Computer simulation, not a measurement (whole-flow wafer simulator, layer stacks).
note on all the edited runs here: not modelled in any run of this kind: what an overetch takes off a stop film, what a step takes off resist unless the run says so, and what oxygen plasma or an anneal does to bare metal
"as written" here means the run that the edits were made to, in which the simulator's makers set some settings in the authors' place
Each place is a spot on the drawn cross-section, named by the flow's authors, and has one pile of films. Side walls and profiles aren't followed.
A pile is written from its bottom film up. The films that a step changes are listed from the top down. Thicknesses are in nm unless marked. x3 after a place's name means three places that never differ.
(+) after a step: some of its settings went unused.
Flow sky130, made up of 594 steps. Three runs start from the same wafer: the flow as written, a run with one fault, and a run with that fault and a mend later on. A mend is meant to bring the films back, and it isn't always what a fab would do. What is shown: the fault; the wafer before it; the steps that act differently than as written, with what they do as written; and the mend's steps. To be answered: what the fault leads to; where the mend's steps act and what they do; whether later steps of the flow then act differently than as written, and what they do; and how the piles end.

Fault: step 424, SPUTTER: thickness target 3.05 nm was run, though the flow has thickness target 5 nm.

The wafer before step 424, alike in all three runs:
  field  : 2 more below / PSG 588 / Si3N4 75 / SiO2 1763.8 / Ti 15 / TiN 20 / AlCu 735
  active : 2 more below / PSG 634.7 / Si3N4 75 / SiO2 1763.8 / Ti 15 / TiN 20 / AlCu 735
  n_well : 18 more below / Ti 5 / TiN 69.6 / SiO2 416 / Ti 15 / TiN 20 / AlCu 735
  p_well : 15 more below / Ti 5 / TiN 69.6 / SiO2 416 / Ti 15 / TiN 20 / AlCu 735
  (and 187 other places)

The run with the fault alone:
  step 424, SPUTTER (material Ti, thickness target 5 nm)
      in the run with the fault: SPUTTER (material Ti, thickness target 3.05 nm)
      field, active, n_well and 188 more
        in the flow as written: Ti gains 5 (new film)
        in the run with the fault: Ti gains 3.05 (new film)
  Steps later in the flow that act otherwise than as written (17 other steps are not shown; they differ only slightly, by no more than 2% or 0.5 nm, whichever is larger):
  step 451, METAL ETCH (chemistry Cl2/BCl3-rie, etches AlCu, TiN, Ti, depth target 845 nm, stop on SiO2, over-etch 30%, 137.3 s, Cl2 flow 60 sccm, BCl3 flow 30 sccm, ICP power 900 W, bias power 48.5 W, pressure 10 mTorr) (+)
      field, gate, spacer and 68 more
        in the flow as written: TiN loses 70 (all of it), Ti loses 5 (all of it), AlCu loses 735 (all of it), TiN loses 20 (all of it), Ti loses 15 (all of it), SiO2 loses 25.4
        in the run with the fault: TiN loses 70 (all of it), Ti loses 3.05 (all of it), AlCu loses 735 (all of it), TiN loses 20 (all of it), Ti loses 15 (all of it), SiO2 loses 25.5
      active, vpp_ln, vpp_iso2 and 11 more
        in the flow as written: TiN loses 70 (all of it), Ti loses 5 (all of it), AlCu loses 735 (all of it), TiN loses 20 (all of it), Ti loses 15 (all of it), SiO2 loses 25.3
        in the run with the fault: TiN loses 70 (all of it), Ti loses 3.05 (all of it), AlCu loses 735 (all of it), TiN loses 20 (all of it), Ti loses 15 (all of it), SiO2 loses 25.5
  The piles end different from the flow's at n_well, p_well, gate_hv and 104 more by more than 2% or 0.5 nm, whichever is larger.
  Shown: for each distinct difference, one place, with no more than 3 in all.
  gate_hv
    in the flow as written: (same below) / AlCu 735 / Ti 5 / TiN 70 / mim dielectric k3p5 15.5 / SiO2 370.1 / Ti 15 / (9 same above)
    in the run with the fault: (same below) / AlCu 735 / Ti 3.05 / TiN 70 / mim dielectric k3p5 15.5 / SiO2 372.1 / Ti 15 / (9 same above)
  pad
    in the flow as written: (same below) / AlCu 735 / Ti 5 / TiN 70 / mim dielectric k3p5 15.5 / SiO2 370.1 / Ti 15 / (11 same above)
    in the run with the fault: (same below) / AlCu 735 / Ti 3.05 / TiN 70 / mim dielectric k3p5 15.5 / SiO2 372.1 / Ti 15 / (11 same above)
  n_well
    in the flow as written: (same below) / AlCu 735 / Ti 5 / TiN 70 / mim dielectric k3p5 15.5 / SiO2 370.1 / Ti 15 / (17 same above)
    in the run with the fault: (same below) / AlCu 735 / Ti 3.05 / TiN 70 / mim dielectric k3p5 15.5 / SiO2 372.1 / Ti 15 / (17 same above)

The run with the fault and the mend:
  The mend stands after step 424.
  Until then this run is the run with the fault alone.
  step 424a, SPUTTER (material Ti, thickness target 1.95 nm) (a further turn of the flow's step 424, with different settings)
      field, active, n_well and 188 more
        Ti gains 1.95
  Every later step of the flow that is run acts as written at every place that is followed.
  The piles end the same as the flow's at every place that both follow.
